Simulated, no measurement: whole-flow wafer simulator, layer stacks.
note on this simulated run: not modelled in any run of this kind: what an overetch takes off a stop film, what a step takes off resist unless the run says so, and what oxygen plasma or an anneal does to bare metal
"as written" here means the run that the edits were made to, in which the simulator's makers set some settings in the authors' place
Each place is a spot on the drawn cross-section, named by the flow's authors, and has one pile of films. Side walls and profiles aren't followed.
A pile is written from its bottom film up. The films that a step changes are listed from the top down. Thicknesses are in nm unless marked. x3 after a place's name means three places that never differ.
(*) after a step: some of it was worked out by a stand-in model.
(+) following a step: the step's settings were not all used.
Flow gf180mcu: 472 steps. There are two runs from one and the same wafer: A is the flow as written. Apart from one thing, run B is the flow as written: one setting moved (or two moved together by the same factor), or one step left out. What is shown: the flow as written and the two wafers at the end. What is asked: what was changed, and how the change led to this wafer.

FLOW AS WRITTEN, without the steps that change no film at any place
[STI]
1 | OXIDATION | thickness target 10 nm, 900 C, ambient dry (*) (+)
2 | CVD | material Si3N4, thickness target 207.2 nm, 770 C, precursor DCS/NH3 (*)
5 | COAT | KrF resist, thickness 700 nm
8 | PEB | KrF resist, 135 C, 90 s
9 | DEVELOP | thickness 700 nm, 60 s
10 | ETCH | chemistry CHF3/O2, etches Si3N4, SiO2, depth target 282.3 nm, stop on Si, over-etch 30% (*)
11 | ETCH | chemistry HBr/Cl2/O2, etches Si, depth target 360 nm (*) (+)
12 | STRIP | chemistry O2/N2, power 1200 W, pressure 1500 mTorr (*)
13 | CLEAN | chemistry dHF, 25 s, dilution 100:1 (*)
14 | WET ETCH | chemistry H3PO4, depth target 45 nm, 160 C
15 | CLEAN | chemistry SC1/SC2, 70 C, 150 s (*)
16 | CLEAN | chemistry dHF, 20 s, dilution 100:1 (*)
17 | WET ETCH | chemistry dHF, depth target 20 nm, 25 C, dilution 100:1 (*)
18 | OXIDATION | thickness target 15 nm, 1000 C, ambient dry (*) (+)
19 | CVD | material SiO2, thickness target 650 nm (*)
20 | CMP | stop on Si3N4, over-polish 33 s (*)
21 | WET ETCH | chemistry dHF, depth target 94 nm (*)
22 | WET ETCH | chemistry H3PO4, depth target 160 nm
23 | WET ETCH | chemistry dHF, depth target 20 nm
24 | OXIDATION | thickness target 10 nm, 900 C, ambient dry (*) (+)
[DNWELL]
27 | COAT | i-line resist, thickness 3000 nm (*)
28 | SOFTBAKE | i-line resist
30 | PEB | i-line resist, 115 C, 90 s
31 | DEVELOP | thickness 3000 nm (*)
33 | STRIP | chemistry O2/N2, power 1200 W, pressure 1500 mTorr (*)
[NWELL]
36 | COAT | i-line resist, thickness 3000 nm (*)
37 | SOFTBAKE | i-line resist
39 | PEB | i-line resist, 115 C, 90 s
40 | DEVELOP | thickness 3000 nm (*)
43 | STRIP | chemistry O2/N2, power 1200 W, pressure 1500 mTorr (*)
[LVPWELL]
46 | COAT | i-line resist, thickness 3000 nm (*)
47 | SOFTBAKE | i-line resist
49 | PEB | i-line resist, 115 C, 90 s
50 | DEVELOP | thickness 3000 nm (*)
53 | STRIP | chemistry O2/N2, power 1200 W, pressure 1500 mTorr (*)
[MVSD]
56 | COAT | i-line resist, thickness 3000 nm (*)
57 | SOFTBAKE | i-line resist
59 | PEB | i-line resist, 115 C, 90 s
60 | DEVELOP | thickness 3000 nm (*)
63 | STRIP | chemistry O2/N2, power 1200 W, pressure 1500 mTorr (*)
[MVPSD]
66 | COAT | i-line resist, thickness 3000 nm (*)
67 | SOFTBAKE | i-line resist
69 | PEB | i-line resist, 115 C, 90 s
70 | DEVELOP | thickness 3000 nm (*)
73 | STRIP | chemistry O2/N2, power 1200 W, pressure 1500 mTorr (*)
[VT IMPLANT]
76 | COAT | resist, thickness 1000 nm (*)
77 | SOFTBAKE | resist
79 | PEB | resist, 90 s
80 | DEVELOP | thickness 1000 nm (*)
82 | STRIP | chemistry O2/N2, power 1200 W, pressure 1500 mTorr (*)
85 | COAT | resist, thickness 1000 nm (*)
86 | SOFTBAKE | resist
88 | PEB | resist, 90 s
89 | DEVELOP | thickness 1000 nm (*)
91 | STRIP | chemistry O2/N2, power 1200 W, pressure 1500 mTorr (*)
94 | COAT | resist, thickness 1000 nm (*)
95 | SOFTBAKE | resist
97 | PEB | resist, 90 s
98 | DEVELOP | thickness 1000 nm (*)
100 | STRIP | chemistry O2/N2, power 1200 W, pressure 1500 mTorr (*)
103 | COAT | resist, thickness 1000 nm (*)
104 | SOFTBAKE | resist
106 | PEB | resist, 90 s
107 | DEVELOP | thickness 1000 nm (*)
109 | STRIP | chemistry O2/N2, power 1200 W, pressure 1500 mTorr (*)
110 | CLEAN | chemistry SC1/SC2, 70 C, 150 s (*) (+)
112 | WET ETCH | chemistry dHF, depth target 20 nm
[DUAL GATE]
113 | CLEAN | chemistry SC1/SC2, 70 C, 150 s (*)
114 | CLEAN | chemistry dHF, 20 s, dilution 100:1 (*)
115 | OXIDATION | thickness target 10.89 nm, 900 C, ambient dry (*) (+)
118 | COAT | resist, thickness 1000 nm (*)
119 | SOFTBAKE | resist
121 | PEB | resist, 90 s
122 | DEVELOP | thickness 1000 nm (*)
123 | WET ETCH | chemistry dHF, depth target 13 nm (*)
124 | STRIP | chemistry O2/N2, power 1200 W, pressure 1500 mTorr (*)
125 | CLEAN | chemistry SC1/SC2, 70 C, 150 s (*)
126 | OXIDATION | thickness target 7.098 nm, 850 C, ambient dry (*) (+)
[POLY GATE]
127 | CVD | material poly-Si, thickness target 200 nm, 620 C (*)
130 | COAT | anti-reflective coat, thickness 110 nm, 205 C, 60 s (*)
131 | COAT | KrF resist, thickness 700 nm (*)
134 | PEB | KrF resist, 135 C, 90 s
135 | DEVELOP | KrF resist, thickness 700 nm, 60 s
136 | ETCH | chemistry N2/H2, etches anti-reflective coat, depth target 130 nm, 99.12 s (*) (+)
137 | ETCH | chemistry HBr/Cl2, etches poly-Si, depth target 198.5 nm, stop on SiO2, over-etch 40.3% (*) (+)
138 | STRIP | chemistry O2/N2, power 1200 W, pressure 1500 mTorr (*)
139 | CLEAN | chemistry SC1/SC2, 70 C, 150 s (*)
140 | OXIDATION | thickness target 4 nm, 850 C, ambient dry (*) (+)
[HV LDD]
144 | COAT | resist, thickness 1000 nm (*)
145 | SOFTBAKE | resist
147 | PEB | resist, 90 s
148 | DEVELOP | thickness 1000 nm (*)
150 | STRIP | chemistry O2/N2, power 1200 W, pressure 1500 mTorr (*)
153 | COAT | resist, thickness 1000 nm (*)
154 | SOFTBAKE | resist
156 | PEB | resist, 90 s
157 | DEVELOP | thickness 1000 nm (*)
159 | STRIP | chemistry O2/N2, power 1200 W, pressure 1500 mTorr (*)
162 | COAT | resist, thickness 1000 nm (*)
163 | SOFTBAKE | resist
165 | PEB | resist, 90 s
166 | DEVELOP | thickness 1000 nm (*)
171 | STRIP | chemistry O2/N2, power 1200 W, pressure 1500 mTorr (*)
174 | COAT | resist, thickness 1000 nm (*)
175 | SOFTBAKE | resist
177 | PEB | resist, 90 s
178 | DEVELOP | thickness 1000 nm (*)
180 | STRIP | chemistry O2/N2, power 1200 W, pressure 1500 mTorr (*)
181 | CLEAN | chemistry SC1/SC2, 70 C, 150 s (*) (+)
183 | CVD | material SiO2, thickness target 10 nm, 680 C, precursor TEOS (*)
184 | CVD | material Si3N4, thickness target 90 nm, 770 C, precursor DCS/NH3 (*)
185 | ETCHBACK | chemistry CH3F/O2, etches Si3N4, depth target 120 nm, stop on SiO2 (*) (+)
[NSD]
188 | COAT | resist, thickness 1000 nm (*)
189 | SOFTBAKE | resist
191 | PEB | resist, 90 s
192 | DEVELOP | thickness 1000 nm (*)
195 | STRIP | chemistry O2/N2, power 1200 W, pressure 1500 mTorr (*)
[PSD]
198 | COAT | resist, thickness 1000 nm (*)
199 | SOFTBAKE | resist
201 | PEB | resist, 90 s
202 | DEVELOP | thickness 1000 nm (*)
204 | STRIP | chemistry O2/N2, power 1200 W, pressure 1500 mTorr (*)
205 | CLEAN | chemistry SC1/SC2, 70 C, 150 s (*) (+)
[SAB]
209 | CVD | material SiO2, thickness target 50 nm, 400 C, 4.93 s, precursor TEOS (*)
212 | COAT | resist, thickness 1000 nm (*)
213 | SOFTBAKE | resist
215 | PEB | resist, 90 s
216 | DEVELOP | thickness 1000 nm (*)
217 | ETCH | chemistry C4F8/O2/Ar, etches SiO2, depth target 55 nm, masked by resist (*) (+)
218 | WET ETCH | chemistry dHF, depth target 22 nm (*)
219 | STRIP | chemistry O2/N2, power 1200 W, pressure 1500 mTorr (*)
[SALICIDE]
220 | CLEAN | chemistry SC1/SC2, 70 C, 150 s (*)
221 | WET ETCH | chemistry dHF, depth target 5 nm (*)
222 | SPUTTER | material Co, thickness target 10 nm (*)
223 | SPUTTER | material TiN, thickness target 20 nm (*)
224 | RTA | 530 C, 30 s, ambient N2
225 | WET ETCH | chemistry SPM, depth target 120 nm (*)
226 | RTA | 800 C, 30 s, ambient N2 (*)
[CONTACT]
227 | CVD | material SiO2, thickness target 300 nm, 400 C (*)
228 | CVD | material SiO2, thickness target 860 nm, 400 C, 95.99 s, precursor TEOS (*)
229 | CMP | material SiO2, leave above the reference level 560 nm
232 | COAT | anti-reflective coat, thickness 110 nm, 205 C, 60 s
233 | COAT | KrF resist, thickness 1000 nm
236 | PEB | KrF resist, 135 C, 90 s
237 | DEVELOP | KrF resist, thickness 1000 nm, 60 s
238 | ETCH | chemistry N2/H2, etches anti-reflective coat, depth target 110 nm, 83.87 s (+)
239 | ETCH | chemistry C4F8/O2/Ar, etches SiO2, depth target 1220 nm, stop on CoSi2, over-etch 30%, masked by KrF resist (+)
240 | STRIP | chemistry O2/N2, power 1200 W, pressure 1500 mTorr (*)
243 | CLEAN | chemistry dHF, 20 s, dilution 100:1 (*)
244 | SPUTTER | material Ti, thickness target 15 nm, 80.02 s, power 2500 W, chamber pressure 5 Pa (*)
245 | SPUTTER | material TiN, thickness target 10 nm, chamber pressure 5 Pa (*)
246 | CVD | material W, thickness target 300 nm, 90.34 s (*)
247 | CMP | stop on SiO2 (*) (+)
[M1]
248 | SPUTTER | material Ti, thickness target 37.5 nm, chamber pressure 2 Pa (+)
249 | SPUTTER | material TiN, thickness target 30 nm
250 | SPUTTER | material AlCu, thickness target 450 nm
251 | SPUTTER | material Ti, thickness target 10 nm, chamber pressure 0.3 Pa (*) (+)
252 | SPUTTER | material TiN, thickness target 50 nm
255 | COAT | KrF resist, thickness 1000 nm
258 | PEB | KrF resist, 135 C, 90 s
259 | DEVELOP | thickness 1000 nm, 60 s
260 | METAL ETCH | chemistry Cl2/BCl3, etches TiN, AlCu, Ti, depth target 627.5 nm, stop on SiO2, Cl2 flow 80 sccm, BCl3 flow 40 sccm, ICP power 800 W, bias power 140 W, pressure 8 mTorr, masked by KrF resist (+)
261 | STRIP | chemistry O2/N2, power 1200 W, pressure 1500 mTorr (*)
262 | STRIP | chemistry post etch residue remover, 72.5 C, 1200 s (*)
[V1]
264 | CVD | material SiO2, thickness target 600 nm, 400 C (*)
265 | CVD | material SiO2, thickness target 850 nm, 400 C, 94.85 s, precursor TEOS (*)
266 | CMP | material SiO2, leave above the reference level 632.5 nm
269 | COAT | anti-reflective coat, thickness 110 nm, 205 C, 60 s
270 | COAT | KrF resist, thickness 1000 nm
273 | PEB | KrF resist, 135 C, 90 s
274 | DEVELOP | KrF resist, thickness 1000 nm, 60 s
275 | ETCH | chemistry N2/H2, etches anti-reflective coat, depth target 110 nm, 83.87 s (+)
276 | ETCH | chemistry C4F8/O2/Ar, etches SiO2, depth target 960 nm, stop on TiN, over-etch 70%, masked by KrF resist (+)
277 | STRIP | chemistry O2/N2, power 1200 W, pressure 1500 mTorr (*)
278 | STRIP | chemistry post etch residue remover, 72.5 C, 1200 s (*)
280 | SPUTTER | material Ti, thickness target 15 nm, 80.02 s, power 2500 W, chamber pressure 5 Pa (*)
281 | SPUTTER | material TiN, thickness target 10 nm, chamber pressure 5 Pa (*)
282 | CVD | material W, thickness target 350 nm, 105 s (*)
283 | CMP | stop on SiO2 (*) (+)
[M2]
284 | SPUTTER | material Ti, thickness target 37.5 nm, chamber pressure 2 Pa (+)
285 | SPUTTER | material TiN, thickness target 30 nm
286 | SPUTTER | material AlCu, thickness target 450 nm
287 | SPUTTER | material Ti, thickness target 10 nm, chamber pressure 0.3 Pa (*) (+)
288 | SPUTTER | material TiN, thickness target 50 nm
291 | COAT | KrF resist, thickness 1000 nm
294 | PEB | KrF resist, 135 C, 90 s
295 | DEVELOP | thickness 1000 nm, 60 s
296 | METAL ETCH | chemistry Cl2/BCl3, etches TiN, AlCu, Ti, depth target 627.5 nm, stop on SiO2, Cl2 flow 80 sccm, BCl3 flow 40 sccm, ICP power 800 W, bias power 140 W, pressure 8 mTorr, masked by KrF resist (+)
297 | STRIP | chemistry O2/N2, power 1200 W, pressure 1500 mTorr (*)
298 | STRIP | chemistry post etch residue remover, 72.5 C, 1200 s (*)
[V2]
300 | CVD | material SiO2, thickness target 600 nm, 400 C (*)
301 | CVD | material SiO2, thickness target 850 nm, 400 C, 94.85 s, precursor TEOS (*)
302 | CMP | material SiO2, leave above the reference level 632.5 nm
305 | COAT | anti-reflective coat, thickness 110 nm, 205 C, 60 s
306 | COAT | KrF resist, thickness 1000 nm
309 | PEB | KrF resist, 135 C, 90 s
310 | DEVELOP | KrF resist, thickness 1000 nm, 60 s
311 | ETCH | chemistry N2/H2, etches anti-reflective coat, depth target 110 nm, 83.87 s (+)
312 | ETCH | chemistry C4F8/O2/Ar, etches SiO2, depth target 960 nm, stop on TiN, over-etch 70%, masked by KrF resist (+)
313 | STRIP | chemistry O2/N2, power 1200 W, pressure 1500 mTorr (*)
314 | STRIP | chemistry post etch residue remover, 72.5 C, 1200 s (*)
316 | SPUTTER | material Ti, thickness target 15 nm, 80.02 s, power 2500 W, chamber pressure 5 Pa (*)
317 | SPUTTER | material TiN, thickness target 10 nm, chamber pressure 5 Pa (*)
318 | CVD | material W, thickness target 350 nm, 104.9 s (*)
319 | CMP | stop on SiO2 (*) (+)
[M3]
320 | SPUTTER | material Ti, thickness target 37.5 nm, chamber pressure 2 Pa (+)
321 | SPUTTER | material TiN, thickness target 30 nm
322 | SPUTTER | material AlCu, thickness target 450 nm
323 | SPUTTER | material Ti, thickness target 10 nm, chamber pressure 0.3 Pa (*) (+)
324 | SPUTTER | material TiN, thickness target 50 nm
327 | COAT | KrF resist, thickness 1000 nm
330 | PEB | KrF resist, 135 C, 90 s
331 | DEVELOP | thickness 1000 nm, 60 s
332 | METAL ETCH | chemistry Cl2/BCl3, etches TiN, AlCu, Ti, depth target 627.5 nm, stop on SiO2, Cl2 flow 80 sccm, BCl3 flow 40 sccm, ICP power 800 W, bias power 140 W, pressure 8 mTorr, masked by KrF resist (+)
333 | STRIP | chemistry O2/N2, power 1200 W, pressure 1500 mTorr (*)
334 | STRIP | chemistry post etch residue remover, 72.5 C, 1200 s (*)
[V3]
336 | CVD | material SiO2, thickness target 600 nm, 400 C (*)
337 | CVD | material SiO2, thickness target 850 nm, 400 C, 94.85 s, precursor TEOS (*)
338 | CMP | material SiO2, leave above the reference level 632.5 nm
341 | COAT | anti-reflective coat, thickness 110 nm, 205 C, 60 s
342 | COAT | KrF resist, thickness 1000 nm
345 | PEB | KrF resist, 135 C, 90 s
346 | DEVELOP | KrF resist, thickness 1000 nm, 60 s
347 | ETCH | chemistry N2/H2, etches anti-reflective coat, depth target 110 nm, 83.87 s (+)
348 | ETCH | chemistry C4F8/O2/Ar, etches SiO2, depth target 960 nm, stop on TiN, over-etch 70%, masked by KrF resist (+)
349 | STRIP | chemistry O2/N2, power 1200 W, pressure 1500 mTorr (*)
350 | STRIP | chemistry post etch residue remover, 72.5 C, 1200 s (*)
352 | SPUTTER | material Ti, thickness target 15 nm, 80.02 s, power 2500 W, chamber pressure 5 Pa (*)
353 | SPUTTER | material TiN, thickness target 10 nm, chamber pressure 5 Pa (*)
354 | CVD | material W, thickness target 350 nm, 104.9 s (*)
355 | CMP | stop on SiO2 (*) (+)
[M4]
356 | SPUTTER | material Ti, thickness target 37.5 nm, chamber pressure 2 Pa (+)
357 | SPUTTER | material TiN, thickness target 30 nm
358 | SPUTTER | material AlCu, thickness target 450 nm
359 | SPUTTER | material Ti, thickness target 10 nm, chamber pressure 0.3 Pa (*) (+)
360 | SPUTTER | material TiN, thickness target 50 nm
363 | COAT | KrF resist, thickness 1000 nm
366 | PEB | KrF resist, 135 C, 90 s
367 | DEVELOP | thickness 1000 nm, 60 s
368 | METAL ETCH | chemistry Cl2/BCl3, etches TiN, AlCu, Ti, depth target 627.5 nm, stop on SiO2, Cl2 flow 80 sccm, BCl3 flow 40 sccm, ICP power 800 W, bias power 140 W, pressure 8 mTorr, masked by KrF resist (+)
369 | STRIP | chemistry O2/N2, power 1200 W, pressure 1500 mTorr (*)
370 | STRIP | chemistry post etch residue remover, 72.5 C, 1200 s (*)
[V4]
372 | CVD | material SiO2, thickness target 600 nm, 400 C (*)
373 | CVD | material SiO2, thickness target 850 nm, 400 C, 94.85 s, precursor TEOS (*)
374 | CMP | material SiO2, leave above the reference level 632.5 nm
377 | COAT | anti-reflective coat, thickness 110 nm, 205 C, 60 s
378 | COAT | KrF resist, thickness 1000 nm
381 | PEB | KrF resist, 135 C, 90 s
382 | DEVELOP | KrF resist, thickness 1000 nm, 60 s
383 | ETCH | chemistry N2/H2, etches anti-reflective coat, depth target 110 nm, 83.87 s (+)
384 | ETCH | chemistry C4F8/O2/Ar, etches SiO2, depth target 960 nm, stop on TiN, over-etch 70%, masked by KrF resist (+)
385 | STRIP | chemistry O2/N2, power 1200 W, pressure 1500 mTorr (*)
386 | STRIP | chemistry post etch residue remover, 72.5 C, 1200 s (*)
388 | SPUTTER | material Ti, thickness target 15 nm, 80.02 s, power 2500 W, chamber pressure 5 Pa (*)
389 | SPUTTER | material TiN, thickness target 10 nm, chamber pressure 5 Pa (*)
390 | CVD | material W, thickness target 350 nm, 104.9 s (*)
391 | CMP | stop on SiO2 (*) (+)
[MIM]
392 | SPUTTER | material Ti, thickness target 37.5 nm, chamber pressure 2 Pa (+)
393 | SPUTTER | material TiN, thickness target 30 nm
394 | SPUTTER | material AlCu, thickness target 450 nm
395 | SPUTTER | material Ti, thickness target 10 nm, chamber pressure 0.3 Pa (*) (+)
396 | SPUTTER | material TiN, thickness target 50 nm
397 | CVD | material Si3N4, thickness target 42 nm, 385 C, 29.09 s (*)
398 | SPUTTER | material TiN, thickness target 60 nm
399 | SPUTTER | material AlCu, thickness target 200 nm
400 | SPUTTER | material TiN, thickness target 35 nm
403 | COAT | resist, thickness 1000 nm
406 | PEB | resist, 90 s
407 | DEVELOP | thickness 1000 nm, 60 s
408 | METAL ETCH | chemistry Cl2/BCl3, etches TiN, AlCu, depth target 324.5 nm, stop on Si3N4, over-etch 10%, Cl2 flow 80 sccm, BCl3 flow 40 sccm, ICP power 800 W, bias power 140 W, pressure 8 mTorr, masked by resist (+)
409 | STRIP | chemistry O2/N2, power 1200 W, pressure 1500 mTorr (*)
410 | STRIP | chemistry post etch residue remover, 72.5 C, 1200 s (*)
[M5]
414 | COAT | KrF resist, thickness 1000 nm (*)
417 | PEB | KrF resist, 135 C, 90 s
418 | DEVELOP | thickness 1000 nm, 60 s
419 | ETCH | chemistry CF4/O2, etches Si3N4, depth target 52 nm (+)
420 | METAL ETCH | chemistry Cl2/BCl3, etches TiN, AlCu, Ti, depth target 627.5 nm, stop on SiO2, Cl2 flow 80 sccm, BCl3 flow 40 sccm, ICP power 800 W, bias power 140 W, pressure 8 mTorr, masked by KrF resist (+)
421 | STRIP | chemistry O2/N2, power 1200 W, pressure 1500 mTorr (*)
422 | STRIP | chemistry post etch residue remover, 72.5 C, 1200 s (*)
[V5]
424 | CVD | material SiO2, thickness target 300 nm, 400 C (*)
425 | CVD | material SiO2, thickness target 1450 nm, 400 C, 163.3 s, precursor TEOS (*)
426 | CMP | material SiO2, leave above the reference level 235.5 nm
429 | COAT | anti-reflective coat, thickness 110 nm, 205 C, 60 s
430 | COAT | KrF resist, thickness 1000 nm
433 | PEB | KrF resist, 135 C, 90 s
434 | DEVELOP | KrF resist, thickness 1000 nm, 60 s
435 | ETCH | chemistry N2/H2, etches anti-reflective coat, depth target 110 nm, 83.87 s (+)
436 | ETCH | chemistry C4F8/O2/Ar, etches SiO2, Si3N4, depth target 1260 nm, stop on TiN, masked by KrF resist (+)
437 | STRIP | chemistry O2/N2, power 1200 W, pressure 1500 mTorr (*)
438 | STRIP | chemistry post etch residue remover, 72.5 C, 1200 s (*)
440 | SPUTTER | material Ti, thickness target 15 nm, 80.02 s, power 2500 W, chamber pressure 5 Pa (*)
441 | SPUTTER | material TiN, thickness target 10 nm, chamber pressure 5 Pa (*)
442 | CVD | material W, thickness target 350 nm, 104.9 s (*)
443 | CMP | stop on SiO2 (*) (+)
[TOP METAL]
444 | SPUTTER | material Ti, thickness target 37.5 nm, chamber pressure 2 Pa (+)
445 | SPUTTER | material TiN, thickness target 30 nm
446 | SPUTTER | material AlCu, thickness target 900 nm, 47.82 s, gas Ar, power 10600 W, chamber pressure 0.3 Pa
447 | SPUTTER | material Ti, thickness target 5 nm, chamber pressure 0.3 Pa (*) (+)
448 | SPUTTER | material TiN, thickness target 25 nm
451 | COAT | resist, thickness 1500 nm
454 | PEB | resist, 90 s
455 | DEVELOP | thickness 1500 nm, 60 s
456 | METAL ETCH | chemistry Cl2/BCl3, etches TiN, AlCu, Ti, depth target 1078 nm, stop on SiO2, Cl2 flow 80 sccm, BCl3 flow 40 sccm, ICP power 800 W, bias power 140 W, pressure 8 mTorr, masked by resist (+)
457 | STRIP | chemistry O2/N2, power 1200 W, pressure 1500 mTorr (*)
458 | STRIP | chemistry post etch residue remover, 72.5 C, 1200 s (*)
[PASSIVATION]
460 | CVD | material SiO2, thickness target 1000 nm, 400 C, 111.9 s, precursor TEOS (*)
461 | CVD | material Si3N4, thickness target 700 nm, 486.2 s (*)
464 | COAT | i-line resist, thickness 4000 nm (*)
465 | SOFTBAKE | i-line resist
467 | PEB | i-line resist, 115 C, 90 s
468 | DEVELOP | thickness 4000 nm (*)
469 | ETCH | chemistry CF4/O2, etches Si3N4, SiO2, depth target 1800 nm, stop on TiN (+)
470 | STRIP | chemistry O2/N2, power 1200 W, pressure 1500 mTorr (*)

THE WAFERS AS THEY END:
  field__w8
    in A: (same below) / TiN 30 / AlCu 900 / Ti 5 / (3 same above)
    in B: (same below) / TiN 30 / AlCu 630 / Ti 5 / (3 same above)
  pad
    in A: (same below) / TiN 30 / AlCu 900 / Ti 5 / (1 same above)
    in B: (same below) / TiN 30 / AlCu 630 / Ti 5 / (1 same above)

Cause: step 446, SPUTTER: thickness target 630 nm was run, though the flow has thickness target 900 nm.
The wafer itself shows it: field__w8 has AlCu 630, and step 446 as written asks for 900 nm.

How this came from the change, step by step:
  446 | SPUTTER | material AlCu, thickness target 900 nm, 47.82 s, gas Ar, power 10600 W, chamber pressure 0.3 Pa
      field, field__w1, field__w2 and 109 more: A +900 AlCu (new film) | B +630 AlCu (new film)
  456 | METAL ETCH | chemistry Cl2/BCl3, etches TiN, AlCu, Ti, depth target 1078 nm, stop on SiO2, Cl2 flow 80 sccm, BCl3 flow 40 sccm, ICP power 800 W, bias power 140 W, pressure 8 mTorr, masked by resist (+)
      field, field__w1, field__w2 and 103 more: A -25 TiN (all of it), -5 Ti (all of it), -900 AlCu (all of it), -30 TiN (all of it), -37.5 Ti (all of it) | B -25 TiN (all of it), -5 Ti (all of it), -630 AlCu (all of it), -30 TiN (all of it), -37.5 Ti (all of it)
  464 | COAT | i-line resist, thickness 4000 nm (*)
      field__w8: A +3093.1 i-line resist (new film) | B +3333.1 i-line resist (new film)
      contact: A +3153.6 i-line resist (new film) | B +3369.3 i-line resist (new film)
      (as well as at 4 more places)
  465 | SOFTBAKE | i-line resist
      field__w5, field__w9: A +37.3 i-line resist | B +24.1 i-line resist
      sd_p_hv, nw_enc_fld__w1: A +36.6 i-line resist | B +23.7 i-line resist
      (as well as at 65 more places)
  467 | PEB | i-line resist, 115 C, 90 s
      field__w8, m1__w1: A -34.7 i-line resist | B -39 i-line resist
      contact: A -35.1 i-line resist | B -39.2 i-line resist
      (as well as at 3 more places)
  468 | DEVELOP | thickness 4000 nm (*)
      pad: A -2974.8 i-line resist (all of it) | B -3238.4 i-line resist (all of it)
  470 | STRIP | chemistry O2/N2, power 1200 W, pressure 1500 mTorr (*)
      field__w8, m1__w1: A -1787.7 i-line resist (all of it) | B -2048 i-line resist (all of it)
      contact: A -1811.2 i-line resist (all of it) | B -2062.4 i-line resist (all of it)
      (as well as at 2 more places)
